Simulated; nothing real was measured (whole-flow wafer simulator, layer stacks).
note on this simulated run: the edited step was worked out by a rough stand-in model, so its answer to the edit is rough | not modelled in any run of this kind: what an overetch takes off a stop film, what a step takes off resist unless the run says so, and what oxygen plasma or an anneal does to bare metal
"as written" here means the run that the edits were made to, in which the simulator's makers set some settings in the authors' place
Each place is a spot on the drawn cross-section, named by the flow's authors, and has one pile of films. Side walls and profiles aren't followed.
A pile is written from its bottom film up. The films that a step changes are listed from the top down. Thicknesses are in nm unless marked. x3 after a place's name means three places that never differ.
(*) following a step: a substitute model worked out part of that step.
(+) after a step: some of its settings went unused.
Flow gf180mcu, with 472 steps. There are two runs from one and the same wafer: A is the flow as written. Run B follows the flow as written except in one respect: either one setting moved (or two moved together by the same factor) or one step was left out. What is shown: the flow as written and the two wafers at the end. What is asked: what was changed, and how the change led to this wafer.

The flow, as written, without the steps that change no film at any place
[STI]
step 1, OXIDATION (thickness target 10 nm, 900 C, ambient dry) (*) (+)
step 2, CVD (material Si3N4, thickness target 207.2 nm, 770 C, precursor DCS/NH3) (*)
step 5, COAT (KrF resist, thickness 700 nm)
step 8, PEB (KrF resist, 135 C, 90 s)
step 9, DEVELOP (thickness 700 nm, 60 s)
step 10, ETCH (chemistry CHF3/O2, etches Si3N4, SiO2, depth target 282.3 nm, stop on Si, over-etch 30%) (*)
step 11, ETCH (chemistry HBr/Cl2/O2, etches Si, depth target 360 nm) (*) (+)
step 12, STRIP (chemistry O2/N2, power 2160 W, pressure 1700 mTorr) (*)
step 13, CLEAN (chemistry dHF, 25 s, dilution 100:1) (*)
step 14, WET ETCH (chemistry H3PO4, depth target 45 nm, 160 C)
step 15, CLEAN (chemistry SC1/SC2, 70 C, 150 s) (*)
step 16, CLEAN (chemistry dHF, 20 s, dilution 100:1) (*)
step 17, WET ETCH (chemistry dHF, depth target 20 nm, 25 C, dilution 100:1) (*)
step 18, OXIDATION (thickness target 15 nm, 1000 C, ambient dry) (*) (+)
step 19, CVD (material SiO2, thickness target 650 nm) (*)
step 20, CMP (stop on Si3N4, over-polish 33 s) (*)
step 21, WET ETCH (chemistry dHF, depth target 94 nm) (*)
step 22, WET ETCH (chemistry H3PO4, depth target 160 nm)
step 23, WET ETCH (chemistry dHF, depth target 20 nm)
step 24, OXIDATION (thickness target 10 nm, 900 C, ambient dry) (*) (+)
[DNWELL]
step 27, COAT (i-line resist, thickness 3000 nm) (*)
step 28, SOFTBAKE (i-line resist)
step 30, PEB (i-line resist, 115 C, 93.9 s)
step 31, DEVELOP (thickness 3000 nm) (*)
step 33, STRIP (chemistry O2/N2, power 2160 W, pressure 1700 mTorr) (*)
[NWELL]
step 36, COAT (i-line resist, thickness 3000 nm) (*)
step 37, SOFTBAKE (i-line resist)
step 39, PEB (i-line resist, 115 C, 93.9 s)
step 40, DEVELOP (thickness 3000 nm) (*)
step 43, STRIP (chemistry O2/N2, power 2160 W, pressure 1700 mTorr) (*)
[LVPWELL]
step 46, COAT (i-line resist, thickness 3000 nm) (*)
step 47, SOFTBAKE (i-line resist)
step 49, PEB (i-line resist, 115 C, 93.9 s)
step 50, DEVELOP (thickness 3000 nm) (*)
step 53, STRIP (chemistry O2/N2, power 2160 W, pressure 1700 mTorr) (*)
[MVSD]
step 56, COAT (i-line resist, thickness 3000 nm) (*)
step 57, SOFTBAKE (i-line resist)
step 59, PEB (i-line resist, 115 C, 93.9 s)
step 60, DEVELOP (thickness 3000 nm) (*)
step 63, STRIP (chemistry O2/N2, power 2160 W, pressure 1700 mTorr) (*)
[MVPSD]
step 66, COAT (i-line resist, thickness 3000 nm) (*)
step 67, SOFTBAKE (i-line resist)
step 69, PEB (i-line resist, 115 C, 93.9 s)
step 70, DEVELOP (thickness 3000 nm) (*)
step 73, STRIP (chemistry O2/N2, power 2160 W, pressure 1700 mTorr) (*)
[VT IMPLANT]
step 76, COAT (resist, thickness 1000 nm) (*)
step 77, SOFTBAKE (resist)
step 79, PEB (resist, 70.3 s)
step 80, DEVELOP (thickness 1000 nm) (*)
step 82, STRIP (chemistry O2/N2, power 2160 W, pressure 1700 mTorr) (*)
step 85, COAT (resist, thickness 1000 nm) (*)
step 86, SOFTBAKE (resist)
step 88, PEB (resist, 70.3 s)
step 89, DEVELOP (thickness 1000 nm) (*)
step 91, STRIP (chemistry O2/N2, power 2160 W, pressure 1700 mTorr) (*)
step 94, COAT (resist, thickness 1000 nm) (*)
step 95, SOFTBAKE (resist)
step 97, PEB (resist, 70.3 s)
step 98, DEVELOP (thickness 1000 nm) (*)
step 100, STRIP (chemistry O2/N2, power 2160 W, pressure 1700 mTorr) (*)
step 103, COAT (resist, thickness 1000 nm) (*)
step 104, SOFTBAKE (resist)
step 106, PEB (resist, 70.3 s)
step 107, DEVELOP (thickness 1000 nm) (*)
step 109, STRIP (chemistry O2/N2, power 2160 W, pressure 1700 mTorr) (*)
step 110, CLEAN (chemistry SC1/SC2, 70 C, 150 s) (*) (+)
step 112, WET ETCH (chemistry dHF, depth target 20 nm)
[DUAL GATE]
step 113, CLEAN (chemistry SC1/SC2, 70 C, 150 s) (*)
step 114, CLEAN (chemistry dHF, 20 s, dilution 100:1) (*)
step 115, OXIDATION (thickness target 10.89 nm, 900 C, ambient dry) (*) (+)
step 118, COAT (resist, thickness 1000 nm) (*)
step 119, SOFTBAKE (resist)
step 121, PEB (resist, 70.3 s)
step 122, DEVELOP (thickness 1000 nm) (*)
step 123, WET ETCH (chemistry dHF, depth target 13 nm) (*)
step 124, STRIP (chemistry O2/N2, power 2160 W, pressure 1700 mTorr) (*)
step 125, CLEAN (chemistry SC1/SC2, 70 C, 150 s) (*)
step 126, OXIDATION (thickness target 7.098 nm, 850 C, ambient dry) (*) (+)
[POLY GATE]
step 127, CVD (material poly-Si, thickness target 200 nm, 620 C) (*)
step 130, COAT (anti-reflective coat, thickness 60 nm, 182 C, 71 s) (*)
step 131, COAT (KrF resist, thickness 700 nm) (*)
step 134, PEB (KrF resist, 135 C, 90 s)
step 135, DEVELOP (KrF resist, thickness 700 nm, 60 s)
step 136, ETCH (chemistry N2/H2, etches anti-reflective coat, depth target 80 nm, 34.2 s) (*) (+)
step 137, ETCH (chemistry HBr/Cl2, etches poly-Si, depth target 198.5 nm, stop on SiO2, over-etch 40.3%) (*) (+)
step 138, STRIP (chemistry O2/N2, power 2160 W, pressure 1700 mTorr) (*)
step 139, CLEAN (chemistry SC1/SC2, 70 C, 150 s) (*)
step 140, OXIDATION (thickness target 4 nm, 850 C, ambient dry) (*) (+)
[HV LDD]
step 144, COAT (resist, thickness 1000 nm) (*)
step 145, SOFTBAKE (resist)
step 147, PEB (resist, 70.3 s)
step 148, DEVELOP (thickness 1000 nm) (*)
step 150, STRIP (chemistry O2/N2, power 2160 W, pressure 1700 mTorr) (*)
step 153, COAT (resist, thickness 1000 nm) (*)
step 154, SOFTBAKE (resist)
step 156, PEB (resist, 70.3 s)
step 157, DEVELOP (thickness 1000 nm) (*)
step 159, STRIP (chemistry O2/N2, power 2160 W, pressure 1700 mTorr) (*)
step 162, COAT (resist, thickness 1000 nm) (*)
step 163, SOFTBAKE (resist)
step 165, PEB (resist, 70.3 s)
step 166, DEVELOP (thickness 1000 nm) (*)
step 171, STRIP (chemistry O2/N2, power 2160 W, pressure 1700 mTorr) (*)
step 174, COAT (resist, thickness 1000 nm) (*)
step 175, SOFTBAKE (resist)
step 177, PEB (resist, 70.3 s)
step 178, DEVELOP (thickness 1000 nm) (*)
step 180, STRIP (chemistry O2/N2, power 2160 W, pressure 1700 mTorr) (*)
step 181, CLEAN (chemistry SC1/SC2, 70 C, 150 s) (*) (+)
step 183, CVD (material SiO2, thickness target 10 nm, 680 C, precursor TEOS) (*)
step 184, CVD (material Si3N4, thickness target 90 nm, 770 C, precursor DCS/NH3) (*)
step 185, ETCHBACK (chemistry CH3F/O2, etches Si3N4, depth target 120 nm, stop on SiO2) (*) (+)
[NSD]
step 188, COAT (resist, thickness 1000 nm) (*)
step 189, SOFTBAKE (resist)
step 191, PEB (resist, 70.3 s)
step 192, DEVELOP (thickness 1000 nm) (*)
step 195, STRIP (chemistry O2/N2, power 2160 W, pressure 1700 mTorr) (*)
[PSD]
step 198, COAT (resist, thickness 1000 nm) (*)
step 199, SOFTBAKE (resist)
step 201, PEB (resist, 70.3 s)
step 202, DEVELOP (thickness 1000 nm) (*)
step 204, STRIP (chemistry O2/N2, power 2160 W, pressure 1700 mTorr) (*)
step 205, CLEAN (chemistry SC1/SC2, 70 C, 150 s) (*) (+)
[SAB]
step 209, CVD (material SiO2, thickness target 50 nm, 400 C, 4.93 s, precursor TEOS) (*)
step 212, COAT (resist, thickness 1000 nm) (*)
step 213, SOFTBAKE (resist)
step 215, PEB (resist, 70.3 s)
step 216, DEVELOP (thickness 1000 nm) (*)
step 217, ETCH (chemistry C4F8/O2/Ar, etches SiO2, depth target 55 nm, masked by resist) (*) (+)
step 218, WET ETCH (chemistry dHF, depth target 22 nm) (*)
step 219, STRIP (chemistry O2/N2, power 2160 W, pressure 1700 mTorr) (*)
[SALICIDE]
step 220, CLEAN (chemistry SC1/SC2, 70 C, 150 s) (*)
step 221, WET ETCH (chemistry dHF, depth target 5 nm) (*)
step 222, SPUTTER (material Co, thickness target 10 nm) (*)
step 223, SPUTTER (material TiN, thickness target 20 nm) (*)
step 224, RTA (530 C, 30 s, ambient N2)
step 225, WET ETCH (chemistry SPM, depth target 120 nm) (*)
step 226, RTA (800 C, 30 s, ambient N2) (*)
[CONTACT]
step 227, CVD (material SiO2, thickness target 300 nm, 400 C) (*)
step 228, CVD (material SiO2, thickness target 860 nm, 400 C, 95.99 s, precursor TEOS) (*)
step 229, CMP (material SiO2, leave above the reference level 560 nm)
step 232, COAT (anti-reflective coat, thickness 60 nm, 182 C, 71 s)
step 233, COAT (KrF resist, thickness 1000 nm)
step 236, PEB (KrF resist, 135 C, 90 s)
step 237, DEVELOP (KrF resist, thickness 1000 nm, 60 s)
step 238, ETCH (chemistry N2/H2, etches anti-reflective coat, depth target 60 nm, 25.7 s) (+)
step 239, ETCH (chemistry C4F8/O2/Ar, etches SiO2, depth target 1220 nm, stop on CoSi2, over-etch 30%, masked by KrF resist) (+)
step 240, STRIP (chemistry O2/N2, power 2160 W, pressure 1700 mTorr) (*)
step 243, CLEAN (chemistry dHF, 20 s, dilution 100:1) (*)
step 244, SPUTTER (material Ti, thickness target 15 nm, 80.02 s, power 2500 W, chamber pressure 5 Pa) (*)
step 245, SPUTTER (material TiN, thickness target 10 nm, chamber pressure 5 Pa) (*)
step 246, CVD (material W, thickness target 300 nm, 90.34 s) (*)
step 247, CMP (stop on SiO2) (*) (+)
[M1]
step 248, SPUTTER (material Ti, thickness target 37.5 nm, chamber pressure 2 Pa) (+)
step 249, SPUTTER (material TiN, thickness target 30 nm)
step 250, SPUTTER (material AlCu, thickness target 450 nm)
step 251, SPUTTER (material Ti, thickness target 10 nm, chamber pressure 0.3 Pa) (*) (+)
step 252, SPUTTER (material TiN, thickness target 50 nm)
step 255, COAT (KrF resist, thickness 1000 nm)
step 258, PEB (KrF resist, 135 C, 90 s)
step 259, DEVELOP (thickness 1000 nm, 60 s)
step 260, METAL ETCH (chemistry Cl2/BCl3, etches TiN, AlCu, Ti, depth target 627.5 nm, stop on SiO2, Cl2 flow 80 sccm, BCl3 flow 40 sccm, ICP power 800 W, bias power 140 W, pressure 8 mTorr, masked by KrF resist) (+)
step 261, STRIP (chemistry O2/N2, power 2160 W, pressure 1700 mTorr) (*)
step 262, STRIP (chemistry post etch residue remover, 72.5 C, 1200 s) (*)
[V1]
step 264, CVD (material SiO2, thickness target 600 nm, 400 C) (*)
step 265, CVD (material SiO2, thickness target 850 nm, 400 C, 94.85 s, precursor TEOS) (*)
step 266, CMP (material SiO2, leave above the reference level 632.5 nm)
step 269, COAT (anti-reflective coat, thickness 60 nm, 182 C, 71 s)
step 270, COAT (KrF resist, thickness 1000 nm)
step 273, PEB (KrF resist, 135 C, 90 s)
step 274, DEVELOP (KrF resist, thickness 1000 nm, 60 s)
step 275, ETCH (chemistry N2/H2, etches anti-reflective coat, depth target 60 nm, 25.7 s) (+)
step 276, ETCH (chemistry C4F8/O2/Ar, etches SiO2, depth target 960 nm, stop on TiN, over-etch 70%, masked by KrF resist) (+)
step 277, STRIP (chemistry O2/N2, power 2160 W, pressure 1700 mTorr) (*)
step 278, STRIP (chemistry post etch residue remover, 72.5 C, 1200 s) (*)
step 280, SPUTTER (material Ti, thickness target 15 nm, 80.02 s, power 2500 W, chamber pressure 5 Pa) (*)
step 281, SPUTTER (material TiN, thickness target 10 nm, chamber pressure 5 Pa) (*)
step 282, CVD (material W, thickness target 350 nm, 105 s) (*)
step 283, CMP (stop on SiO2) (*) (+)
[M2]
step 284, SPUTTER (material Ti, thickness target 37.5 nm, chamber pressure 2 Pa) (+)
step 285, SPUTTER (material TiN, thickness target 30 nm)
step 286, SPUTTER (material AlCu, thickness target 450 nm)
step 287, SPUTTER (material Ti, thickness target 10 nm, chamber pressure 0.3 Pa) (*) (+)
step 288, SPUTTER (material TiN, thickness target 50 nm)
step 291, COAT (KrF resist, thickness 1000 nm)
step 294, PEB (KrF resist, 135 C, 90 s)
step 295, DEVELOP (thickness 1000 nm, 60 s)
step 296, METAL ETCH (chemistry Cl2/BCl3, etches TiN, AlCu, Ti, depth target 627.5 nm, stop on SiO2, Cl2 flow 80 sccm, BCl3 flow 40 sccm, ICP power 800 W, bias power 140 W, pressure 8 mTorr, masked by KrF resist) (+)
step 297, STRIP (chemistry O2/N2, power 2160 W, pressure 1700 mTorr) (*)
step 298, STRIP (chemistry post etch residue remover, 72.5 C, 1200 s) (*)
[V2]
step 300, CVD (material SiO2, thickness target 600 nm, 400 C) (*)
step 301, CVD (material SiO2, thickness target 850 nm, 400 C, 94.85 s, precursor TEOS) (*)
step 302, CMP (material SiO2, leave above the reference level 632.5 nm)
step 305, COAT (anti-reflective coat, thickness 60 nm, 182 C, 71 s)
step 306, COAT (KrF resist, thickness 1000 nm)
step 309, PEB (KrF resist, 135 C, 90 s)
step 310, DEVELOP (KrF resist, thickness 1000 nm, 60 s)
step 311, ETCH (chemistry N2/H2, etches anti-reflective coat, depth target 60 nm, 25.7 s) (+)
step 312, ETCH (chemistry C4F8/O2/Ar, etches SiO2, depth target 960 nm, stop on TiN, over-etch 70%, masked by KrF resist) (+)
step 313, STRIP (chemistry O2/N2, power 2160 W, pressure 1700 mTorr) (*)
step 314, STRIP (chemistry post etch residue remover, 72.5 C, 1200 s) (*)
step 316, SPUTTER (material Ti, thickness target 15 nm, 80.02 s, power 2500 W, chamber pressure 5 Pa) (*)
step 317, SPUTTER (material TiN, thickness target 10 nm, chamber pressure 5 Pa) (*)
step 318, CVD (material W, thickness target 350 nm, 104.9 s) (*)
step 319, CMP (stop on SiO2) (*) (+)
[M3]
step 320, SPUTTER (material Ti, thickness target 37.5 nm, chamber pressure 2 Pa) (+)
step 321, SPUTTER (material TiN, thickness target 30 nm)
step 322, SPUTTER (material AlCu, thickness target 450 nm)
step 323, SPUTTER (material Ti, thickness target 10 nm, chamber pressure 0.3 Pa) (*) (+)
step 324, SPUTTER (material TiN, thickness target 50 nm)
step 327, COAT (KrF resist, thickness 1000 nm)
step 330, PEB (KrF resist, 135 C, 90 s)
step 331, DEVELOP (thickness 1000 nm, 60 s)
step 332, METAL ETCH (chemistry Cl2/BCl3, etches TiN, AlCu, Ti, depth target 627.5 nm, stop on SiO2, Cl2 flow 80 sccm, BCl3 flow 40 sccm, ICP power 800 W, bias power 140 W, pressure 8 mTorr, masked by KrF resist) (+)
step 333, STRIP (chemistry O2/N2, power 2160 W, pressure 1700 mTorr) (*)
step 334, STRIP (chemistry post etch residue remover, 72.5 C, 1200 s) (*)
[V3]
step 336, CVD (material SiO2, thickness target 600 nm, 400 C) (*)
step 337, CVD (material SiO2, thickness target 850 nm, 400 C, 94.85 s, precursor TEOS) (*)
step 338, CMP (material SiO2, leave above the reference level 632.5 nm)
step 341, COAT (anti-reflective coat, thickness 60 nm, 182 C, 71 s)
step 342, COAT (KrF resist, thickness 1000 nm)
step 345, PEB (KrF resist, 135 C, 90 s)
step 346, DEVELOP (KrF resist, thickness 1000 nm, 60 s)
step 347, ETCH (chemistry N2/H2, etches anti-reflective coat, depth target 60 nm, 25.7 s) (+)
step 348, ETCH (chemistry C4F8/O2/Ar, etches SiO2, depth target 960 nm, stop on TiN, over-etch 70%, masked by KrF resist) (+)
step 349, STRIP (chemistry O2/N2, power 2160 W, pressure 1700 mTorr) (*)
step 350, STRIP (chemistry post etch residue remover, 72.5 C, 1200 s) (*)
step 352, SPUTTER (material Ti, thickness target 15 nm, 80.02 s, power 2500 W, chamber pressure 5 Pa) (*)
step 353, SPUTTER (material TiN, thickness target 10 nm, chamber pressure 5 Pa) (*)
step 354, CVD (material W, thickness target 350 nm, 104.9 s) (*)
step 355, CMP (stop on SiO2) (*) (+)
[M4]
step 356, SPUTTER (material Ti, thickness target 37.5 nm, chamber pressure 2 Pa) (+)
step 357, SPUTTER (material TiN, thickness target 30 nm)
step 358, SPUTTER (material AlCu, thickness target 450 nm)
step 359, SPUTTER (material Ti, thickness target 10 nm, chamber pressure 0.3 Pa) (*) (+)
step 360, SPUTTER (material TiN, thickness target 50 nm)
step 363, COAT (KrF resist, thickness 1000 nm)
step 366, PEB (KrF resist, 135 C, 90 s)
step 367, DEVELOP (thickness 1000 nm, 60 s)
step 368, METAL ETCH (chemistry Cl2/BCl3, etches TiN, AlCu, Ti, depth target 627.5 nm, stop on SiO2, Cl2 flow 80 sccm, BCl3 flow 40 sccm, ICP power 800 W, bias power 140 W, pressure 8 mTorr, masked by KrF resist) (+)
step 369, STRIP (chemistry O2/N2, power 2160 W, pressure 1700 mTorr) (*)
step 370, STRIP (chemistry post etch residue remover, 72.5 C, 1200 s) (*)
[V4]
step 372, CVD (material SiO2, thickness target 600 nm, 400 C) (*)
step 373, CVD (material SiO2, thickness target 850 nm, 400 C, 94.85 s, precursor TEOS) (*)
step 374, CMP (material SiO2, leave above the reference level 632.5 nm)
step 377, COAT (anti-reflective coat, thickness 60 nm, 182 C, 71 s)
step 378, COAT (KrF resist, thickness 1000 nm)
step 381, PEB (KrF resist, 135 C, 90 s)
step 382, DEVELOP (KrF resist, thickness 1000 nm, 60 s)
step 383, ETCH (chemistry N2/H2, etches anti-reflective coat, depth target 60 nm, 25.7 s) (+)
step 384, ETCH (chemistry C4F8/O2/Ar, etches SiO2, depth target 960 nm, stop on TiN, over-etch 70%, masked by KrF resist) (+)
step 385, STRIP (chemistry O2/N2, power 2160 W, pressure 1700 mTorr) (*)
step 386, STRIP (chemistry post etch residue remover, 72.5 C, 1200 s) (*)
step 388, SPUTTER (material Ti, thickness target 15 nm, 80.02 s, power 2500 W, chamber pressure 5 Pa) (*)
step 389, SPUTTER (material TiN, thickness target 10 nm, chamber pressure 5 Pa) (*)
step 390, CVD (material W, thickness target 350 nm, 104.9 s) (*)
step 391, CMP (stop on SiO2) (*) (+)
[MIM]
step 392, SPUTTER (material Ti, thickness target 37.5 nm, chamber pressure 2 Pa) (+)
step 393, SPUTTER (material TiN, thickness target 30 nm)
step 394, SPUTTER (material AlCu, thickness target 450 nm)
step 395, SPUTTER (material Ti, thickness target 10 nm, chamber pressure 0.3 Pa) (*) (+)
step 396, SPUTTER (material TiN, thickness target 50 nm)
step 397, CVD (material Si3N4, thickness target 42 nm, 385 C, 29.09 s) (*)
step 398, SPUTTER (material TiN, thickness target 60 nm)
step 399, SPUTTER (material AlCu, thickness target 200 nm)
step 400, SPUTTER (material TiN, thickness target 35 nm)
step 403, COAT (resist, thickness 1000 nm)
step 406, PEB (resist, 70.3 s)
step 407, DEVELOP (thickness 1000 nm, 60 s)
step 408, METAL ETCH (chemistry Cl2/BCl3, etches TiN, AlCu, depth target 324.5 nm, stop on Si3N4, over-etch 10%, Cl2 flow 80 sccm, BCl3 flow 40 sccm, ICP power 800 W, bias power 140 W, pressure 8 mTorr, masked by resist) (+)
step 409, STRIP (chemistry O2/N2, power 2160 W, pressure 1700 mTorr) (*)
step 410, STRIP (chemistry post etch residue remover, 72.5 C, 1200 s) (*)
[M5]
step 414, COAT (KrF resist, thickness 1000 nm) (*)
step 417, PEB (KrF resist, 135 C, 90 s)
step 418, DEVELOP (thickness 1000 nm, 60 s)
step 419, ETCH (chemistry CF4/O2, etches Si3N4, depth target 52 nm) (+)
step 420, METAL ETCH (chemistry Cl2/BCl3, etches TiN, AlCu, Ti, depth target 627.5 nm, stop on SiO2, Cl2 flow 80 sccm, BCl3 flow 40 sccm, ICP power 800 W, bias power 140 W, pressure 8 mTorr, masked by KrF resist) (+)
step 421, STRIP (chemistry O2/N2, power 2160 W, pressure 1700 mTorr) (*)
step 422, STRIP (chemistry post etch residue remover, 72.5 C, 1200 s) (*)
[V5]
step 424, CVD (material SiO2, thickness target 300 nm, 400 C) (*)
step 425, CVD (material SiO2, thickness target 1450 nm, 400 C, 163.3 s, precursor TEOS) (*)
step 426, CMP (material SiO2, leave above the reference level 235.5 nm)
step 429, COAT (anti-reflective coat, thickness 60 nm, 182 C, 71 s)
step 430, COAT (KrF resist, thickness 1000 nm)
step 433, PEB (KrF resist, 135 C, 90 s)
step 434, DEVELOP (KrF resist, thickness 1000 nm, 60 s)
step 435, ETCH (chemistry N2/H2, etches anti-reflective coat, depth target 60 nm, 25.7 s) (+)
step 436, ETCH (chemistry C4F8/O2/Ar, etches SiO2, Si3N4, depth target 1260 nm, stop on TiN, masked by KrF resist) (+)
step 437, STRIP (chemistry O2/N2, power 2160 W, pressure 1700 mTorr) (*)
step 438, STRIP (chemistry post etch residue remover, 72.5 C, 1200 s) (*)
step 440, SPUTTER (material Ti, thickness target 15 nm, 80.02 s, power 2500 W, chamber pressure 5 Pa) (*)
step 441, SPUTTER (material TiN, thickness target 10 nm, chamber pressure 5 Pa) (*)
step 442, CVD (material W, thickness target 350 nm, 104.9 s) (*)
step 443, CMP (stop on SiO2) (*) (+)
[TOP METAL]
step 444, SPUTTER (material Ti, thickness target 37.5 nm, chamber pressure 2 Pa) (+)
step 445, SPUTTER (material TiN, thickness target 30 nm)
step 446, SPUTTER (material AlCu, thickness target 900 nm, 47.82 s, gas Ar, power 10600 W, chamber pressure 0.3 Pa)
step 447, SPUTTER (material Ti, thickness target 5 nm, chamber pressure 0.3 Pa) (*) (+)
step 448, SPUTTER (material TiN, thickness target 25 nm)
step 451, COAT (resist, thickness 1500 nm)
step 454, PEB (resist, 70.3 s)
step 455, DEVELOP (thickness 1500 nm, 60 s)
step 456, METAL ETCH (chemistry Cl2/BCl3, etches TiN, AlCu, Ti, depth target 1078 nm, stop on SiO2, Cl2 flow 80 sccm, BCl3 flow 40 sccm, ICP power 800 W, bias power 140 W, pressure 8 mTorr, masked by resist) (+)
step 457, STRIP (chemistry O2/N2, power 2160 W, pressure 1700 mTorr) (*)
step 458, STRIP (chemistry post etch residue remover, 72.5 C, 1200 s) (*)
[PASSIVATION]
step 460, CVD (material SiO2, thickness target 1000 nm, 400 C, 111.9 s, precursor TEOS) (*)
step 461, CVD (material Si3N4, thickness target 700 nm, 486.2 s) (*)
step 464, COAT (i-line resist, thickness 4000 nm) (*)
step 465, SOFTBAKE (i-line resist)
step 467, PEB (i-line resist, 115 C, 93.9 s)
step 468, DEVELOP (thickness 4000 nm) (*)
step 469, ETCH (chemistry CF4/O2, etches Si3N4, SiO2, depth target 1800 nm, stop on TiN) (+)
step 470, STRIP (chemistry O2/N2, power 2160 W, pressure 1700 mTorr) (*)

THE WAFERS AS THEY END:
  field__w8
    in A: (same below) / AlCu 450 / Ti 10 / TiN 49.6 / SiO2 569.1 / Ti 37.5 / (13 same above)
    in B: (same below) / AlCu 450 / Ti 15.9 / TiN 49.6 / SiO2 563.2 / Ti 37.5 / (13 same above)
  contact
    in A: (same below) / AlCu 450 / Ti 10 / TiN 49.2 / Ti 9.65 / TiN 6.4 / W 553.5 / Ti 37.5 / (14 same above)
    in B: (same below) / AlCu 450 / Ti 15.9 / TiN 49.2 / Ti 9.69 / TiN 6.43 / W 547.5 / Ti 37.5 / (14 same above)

The reason: step 359, SPUTTER: thickness target 15.9 nm was run, though the flow has thickness target 10 nm.
The wafer lets one read it off: field__w8 has Ti 15.9, and step 359 as written asks for 10 nm.

How this came from the change, step by step:
  step 359, SPUTTER (material Ti, thickness target 10 nm, chamber pressure 0.3 Pa) (*) (+)
      field, field__w1, field__w2 and 108 more: A Ti gains 10 (new film) | B Ti gains 15.9 (new film)
  step 368, METAL ETCH (chemistry Cl2/BCl3, etches TiN, AlCu, Ti, depth target 627.5 nm, stop on SiO2, Cl2 flow 80 sccm, BCl3 flow 40 sccm, ICP power 800 W, bias power 140 W, pressure 8 mTorr, masked by KrF resist) (+)
      field, field__w1, field__w2 and 103 more: A TiN loses 50 (all of it), Ti loses 10 (all of it), AlCu loses 450 (all of it), TiN loses 30 (all of it), Ti loses 37.5 (all of it) | B TiN loses 50 (all of it), Ti loses 15.9 (all of it), AlCu loses 450 (all of it), TiN loses 30 (all of it), Ti loses 37.5 (all of it)
